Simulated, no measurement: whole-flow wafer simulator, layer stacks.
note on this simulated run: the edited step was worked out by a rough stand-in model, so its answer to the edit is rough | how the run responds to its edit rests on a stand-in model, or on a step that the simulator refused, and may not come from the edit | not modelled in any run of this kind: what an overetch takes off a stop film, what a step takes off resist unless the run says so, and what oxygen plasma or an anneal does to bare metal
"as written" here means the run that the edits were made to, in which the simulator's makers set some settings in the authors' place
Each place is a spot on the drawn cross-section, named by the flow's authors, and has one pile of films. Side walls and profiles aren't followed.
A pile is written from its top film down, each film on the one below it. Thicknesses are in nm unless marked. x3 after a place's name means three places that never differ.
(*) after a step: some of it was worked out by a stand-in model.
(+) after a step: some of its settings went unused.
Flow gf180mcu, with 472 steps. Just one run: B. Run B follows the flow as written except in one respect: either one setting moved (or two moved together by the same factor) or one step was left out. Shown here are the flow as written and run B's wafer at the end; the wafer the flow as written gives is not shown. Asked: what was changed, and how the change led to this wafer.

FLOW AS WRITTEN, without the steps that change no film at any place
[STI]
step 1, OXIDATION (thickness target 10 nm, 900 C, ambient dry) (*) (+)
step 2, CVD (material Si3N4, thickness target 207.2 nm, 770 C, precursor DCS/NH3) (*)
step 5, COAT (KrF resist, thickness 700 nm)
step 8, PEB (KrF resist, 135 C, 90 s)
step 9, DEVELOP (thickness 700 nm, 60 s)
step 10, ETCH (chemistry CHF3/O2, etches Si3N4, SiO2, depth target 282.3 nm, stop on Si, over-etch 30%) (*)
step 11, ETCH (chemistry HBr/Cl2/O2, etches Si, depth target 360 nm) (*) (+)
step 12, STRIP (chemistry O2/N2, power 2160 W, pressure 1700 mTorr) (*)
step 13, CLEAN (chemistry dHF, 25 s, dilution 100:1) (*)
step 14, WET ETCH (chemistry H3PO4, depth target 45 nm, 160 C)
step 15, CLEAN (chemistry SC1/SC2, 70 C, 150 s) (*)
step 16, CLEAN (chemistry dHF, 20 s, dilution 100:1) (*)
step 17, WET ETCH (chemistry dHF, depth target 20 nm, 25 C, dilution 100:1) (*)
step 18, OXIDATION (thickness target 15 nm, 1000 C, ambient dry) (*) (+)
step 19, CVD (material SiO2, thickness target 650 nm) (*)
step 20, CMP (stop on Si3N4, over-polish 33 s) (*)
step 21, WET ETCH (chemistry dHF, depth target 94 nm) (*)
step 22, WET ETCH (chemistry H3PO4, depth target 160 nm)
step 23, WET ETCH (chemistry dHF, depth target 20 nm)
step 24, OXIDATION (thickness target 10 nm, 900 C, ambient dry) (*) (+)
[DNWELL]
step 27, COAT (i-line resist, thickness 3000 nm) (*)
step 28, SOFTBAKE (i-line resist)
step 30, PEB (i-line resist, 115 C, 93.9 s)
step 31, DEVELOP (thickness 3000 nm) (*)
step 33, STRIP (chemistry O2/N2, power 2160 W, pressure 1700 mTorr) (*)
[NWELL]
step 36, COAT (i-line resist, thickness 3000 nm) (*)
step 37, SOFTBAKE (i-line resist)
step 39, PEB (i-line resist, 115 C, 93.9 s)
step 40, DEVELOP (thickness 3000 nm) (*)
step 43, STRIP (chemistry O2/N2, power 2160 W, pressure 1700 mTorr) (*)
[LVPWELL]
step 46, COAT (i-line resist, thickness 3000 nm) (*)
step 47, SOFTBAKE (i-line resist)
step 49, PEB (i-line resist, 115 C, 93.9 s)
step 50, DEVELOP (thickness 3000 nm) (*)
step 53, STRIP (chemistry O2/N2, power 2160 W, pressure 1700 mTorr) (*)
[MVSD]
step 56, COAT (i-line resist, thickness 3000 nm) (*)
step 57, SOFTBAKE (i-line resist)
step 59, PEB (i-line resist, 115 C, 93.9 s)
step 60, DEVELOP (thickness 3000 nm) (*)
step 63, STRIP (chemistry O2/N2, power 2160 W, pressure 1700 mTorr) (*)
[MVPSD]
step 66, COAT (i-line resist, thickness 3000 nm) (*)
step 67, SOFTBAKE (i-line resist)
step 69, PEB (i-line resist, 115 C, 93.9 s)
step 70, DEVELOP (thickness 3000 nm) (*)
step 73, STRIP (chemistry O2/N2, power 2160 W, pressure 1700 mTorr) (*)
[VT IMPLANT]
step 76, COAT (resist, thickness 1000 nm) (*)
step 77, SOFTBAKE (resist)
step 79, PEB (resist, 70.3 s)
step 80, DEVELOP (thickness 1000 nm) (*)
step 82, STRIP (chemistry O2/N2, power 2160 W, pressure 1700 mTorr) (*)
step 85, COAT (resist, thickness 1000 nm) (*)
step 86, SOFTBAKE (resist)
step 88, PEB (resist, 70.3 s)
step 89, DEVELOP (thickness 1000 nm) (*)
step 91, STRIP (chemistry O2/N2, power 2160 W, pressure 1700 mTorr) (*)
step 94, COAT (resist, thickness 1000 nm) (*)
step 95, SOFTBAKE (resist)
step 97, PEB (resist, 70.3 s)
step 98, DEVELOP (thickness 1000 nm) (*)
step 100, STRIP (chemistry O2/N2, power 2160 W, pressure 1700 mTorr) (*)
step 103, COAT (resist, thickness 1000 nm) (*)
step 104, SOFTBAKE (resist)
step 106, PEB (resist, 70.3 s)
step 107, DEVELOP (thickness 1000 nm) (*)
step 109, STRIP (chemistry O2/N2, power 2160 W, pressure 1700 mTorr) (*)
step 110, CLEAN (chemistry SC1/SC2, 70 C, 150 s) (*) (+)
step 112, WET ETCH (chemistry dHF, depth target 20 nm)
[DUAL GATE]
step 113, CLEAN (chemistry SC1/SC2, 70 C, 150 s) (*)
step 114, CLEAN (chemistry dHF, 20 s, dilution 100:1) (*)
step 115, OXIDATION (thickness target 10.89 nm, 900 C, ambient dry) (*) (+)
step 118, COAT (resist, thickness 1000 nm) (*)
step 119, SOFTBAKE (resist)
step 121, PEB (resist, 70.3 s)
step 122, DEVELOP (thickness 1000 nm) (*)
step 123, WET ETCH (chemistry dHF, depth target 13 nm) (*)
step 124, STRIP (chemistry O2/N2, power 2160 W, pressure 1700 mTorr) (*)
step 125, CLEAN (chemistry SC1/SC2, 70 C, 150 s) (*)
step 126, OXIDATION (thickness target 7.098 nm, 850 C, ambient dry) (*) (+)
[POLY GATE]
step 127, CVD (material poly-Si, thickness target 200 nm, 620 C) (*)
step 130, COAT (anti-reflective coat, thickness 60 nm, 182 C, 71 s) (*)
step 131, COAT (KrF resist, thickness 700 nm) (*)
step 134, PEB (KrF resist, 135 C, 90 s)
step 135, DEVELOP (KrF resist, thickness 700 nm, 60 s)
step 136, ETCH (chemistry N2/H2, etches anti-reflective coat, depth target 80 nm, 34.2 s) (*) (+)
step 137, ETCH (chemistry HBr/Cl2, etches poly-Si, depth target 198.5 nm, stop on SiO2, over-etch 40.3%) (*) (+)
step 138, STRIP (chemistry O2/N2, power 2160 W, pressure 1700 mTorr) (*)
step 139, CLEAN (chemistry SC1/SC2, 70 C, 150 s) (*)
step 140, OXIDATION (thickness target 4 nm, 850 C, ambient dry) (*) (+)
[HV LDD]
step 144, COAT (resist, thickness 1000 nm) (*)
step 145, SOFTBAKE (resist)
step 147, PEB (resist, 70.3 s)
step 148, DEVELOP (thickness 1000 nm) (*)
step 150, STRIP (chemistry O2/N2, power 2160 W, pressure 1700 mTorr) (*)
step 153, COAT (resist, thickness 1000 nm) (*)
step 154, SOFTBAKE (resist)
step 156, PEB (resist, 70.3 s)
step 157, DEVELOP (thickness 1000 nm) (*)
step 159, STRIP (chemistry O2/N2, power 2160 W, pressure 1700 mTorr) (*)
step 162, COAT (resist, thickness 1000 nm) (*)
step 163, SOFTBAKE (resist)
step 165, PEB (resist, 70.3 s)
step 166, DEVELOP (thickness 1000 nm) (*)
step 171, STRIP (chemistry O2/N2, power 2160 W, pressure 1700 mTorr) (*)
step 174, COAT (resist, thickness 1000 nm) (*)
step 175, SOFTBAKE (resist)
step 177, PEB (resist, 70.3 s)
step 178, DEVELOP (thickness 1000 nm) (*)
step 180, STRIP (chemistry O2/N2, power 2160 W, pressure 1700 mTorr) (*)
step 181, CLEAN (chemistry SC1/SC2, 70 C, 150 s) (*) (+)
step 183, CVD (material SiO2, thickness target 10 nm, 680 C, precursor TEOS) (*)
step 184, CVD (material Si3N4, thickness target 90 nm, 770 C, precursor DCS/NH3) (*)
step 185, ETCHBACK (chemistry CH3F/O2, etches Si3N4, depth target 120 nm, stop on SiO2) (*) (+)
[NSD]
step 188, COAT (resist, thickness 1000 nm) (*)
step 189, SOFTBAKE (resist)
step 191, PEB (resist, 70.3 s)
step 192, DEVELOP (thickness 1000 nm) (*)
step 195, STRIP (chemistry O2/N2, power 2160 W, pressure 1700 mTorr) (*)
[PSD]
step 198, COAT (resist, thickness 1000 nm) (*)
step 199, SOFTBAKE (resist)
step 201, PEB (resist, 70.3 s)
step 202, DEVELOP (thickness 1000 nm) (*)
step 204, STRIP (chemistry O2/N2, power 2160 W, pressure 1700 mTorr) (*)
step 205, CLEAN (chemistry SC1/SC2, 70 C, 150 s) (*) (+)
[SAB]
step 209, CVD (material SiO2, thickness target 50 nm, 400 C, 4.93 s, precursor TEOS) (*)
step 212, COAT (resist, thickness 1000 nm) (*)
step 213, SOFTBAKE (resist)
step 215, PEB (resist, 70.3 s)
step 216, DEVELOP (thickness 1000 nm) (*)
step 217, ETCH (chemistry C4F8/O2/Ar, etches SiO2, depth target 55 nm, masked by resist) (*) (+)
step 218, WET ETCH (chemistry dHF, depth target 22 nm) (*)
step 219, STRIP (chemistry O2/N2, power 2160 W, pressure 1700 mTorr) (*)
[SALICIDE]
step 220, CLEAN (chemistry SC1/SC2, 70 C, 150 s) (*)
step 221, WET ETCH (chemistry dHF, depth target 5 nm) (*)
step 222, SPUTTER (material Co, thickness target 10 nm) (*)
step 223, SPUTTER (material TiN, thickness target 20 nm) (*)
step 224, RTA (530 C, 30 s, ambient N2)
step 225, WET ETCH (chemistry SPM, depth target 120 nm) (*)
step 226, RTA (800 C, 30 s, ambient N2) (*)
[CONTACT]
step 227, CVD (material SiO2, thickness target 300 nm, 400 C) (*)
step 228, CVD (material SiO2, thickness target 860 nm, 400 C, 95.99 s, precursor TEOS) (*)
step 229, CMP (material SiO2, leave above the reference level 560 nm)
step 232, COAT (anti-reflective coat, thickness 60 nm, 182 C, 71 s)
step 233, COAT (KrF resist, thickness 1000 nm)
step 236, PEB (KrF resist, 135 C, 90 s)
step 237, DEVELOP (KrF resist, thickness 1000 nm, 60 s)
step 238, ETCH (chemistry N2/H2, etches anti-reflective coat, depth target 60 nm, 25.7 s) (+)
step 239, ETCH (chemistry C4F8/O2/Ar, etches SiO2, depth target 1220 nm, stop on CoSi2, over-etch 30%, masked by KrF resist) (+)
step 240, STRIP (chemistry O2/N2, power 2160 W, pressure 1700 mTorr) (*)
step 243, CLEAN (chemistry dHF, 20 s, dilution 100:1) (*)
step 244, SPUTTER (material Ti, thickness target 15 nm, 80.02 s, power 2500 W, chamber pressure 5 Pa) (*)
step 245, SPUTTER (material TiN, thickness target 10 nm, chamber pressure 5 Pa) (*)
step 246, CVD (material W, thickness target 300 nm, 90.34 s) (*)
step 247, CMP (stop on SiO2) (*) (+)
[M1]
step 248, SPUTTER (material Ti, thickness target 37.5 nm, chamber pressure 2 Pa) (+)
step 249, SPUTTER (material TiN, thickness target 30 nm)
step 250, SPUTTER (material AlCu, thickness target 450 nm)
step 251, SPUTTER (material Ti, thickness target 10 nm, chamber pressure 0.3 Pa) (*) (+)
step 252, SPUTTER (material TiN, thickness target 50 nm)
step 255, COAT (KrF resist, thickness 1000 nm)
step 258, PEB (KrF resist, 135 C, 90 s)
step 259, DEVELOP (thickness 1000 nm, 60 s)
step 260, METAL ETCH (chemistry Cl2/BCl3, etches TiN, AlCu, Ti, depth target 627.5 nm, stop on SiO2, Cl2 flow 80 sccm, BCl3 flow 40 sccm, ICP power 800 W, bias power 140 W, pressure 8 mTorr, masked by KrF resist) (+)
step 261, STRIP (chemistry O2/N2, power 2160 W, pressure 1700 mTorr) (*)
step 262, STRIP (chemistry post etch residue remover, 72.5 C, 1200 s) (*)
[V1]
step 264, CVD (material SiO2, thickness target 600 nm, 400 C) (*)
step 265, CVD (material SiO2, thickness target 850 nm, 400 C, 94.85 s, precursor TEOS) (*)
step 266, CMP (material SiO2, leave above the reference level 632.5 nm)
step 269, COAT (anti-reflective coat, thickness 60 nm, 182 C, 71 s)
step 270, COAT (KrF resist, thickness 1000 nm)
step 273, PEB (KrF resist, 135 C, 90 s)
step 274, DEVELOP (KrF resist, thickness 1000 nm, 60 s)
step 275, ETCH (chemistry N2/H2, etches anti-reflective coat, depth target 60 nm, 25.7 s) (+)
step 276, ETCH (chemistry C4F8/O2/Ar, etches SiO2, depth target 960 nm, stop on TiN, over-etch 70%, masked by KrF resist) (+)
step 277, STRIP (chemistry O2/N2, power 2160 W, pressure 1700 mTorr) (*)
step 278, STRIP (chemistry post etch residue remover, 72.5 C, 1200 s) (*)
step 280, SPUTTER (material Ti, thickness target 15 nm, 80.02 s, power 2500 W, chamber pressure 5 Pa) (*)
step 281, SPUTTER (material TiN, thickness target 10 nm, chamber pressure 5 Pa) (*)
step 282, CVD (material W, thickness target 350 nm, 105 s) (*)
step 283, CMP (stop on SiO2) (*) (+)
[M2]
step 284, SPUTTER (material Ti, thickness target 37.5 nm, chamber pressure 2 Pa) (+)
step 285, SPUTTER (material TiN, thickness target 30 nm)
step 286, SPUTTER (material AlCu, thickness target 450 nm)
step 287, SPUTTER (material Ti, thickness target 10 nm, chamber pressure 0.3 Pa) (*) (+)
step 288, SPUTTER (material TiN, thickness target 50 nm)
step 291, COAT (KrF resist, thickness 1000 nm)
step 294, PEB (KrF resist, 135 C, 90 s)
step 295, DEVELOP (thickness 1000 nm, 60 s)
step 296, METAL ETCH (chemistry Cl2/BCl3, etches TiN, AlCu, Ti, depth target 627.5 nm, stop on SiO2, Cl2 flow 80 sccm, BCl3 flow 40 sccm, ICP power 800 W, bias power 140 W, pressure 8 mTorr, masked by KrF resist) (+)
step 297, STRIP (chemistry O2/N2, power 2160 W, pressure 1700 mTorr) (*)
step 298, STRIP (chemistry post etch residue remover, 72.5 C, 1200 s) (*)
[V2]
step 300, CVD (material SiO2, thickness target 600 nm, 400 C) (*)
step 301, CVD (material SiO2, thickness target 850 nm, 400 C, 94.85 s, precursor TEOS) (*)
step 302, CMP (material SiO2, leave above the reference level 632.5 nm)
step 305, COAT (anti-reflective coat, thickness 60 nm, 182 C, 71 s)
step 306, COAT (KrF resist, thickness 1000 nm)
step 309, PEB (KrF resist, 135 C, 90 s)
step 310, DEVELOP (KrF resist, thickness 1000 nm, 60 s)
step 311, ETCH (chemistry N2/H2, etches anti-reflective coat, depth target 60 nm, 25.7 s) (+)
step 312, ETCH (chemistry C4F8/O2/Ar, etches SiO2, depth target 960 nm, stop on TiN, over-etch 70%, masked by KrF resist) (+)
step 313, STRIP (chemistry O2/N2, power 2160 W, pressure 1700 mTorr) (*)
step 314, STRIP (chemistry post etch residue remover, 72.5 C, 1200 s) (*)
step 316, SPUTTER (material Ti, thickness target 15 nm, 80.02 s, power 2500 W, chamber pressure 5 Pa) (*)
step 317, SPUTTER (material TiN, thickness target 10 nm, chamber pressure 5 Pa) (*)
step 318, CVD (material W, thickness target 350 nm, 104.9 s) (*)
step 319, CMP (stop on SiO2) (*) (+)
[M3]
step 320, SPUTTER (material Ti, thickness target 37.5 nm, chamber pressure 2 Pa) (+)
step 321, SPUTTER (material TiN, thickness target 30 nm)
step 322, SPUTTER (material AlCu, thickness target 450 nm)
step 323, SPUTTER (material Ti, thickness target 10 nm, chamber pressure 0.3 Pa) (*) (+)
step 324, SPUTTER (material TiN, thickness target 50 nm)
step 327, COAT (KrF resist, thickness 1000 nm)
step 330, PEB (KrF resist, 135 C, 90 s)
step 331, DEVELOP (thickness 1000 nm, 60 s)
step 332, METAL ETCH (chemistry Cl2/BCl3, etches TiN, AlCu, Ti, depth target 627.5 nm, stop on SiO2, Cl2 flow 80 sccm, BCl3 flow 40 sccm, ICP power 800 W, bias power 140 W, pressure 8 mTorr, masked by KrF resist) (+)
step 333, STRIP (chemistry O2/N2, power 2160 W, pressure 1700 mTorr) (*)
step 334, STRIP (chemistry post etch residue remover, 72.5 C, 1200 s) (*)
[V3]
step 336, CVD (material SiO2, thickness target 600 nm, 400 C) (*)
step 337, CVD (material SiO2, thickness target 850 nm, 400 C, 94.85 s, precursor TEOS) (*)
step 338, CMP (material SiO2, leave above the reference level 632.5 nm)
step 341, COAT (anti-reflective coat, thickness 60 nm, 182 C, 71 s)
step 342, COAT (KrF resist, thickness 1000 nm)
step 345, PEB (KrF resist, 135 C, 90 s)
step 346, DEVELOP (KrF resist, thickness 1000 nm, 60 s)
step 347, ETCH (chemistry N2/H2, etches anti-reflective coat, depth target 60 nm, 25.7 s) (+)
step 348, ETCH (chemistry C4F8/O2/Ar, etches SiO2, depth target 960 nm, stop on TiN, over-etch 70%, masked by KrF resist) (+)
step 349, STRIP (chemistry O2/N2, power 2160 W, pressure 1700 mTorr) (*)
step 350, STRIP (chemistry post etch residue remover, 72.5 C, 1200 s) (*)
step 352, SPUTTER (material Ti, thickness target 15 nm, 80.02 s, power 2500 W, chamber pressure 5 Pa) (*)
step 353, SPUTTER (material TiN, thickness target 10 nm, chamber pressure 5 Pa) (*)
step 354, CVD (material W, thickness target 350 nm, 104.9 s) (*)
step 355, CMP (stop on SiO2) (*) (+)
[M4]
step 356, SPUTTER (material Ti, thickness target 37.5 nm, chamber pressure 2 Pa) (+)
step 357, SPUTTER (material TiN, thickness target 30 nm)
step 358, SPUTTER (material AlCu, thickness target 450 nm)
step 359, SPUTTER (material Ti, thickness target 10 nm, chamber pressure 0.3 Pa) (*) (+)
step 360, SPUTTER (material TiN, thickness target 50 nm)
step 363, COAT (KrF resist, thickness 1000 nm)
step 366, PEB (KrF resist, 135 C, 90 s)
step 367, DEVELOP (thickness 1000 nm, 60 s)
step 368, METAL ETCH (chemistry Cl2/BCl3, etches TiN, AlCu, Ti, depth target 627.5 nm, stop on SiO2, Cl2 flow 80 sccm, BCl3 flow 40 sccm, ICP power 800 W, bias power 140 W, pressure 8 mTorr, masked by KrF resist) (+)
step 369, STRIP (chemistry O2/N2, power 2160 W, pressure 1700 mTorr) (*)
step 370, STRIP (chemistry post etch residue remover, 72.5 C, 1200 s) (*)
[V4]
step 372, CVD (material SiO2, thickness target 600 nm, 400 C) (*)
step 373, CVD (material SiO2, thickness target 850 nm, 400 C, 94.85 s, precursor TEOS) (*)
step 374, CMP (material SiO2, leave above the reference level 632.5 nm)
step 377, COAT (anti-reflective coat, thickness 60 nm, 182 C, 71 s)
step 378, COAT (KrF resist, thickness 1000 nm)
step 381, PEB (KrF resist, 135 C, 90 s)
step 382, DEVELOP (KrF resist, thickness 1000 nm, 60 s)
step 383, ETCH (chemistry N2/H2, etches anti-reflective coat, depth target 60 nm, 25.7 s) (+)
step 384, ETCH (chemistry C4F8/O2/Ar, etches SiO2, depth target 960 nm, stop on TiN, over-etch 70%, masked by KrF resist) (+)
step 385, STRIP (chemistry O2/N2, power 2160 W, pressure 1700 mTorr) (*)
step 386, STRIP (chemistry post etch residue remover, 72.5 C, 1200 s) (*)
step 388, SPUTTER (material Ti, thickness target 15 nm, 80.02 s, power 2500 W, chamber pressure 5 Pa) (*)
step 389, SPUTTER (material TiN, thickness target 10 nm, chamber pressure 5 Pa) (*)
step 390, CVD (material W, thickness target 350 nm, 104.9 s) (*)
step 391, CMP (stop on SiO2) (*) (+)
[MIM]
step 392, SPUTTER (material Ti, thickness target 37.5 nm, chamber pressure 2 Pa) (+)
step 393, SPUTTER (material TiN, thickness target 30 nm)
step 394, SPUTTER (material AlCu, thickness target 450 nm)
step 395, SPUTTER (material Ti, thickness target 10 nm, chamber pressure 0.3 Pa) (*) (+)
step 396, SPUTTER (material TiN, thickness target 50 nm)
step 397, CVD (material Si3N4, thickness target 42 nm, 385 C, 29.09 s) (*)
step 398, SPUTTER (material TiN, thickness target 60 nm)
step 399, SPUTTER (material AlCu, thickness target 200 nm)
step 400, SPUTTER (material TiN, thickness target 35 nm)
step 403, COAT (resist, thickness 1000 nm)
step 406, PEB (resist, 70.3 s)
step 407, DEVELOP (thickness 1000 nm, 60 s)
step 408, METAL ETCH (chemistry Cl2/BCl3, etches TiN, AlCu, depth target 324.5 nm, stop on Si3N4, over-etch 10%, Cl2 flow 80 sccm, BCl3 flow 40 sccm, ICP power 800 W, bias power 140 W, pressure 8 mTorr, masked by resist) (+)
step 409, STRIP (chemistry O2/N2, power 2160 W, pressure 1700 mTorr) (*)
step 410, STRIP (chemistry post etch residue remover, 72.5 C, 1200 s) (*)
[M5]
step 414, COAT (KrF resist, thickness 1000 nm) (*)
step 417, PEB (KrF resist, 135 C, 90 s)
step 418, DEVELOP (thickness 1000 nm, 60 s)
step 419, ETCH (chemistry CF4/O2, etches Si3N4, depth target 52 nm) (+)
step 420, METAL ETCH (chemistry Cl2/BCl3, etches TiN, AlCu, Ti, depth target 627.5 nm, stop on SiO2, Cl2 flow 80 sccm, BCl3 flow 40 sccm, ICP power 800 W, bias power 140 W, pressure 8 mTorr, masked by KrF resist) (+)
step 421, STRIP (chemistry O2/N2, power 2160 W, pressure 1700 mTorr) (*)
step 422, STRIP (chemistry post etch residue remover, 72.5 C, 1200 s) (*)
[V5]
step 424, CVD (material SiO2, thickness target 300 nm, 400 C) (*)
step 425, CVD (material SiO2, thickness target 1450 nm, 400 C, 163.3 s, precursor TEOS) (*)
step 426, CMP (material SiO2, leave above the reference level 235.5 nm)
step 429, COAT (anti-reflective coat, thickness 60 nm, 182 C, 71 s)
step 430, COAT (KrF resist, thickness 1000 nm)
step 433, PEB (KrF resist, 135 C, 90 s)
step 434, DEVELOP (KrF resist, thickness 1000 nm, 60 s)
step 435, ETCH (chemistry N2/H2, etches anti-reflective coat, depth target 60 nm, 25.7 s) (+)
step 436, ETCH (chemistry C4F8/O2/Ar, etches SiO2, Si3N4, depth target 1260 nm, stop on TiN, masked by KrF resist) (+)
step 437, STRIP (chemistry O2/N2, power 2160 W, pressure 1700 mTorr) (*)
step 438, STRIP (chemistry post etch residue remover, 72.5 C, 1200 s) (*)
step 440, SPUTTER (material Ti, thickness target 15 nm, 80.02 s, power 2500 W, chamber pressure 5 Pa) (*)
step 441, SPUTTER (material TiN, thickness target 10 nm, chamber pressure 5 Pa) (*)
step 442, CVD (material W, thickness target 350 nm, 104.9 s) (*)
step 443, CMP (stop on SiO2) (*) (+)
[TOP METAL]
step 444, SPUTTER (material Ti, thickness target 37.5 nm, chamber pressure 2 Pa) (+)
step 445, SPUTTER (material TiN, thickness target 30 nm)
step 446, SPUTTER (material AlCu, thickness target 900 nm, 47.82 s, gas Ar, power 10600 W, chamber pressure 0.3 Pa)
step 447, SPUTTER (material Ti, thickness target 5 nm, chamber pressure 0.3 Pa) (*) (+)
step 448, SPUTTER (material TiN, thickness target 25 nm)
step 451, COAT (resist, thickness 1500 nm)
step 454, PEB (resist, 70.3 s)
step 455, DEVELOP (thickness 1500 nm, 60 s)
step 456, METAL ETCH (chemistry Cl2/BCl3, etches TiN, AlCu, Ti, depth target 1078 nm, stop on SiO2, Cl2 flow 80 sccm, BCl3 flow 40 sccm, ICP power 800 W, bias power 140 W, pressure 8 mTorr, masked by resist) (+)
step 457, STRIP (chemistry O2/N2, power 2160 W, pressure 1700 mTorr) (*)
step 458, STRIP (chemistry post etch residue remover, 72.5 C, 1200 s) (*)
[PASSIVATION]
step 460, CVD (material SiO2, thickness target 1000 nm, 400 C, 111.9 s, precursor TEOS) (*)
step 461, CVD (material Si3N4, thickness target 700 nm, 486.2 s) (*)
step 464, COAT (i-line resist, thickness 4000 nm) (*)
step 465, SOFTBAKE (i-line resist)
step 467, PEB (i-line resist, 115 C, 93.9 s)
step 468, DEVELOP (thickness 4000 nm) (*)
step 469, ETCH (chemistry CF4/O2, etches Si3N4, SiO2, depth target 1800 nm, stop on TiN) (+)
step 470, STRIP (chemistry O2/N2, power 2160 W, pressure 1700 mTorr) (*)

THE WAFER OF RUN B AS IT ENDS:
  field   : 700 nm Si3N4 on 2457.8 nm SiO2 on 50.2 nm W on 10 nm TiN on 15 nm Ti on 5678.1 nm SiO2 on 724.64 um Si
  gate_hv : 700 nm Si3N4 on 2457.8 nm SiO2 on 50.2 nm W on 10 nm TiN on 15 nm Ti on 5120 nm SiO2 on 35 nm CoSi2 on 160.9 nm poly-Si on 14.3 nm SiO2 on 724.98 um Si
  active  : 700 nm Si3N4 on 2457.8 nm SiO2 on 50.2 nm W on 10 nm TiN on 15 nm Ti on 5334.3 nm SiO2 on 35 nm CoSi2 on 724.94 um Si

What caused this: step 373, CVD: thickness target 434 nm was run, while the flow as written has thickness target 850 nm; step 373, CVD: 48.37 s was run, where the flow has 94.85 s.

How this came from the change, step by step:
  step 373, CVD (material SiO2, thickness target 850 nm, 400 C, 94.85 s, precursor TEOS) (*)
      field, field__w1, field__w2 and 108 more: SiO2 gains 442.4 (in the flow as written it would be: SiO2 gains 850)
  step 374, CMP (material SiO2, leave above the reference level 632.5 nm)
      field, field__w1, field__w2 and 103 more: nothing (in the flow as written it would be: SiO2 loses 300)
      field__w8, contact, m1, m1__w1, m1_nw: SiO2 loses 469.5 (in the flow as written it would be: SiO2 loses 877.1)
  step 377, COAT (anti-reflective coat, thickness 60 nm, 182 C, 71 s)
      gate_hv, polyc_n: anti-reflective coat gains 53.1 (new film) (in the flow as written it would be: anti-reflective coat gains 60 (new film))
      field: anti-reflective coat gains 103.2 (new film) (in the flow as written it would be: anti-reflective coat gains 60 (new film))
      (as well as at 18 more places)
  step 378, COAT (KrF resist, thickness 1000 nm)
      field__w1: KrF resist gains 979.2 (new film) (in the flow as written it would be: KrF resist gains 1000 (new film))
      n_well: KrF resist gains 972.5 (new film) (in the flow as written it would be: KrF resist gains 1000 (new film))
      (as well as at 9 more places)
  step 381, PEB (KrF resist, 135 C, 90 s)
      polyc_n, polyc_n_rim: KrF resist loses 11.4 (in the flow as written it would be: KrF resist loses 10.5)
      m1: KrF resist loses 9.63 (in the flow as written it would be: KrF resist loses 10.5)
      (as well as at 1 more place)
  step 382, DEVELOP (KrF resist, thickness 1000 nm, 60 s)
      contact: KrF resist loses 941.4 (all of it) (in the flow as written it would be: KrF resist loses 989.5 (all of it))
  step 383, ETCH (chemistry N2/H2, etches anti-reflective coat, depth target 60 nm, 25.7 s) (+)
      contact: anti-reflective coat loses 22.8 (all of it), SiO2 loses 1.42 (in the flow as written it would be: anti-reflective coat loses 60 (all of it), SiO2 loses 0.46)
  step 385, STRIP (chemistry O2/N2, power 2160 W, pressure 1700 mTorr) (*)
      field: KrF resist loses 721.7 (all of it), anti-reflective coat loses 103.2 (all of it) (in the flow as written it would be: KrF resist loses 739.2 (all of it), anti-reflective coat loses 60 (all of it))
      field__w1: KrF resist loses 718.6 (all of it), anti-reflective coat loses 85.1 (all of it) (in the flow as written it would be: KrF resist loses 739.2 (all of it), anti-reflective coat loses 60 (all of it))
      (as well as at 18 more places)
  step 388, SPUTTER (material Ti, thickness target 15 nm, 80.02 s, power 2500 W, chamber pressure 5 Pa) (*)
      contact: Ti gains 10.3 (new film) (in the flow as written it would be: Ti gains 9.65 (new film))
  step 390, CVD (material W, thickness target 350 nm, 104.9 s) (*)
      contact: W gains 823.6 (new film) (in the flow as written it would be: W gains 932.3 (new film))
  step 391, CMP (stop on SiO2) (*) (+)
      field, field__w1, field__w2 and 103 more: W loses 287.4 (in the flow as written it would be: W loses 350 (all of it), TiN loses 10 (all of it), Ti loses 15 (all of it), SiO2 loses 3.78)
      field__w8, m1, m1__w1, m1_nw: W loses 350 (all of it), TiN loses 10 (all of it), Ti loses 15 (all of it), SiO2 loses 20 (in the flow as written it would be: W loses 350 (all of it), TiN loses 10 (all of it), Ti loses 15 (all of it), SiO2 loses 3.78)
      (as well as at 1 more place)
  step 420, METAL ETCH (chemistry Cl2/BCl3, etches TiN, AlCu, Ti, depth target 627.5 nm, stop on SiO2, Cl2 flow 80 sccm, BCl3 flow 40 sccm, ICP power 800 W, bias power 140 W, pressure 8 mTorr, masked by KrF resist) (+)
      field, field__w1, field__w2 and 101 more: TiN loses 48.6 (all of it), Ti loses 10 (all of it), AlCu loses 450 (all of it), TiN loses 30 (all of it), Ti loses 37.5 (all of it), W loses 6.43 (in the flow as written it would be: TiN loses 48.6 (all of it), Ti loses 10 (all of it), AlCu loses 450 (all of it), TiN loses 30 (all of it), Ti loses 37.5 (all of it))
  step 422, STRIP (chemistry post etch residue remover, 72.5 C, 1200 s) (*)
      field, field__w1, field__w2 and 101 more: W loses 6.01 (in the flow as written it would be: nothing)
  step 424, CVD (material SiO2, thickness target 300 nm, 400 C) (*)
      field, field__w1, field__w2 and 101 more: SiO2 gains 300 (new film) (in the flow as written it would be: SiO2 gains 300)
  step 426, CMP (material SiO2, leave above the reference level 235.5 nm)
      field, field__w1, field__w5 and 92 more: SiO2 loses 288.4 (in the flow as written it would be: SiO2 loses 300.8)
      field__w2, field__w3, field__w12 and 6 more: SiO2 loses 259.7 (in the flow as written it would be: SiO2 loses 272.7)
Taking metal films that touch as one body, field has 1 body; the flow as written gives 0 bodies.
Taking metal films that touch as one body, gate_hv has 2 bodies (between them, from the top down: SiO2 5120); the flow as written gives 1 body.
Taking metal films that touch as one body, active has 2 bodies (between them, from the top down: SiO2 5334.3); the flow as written gives 1 body.
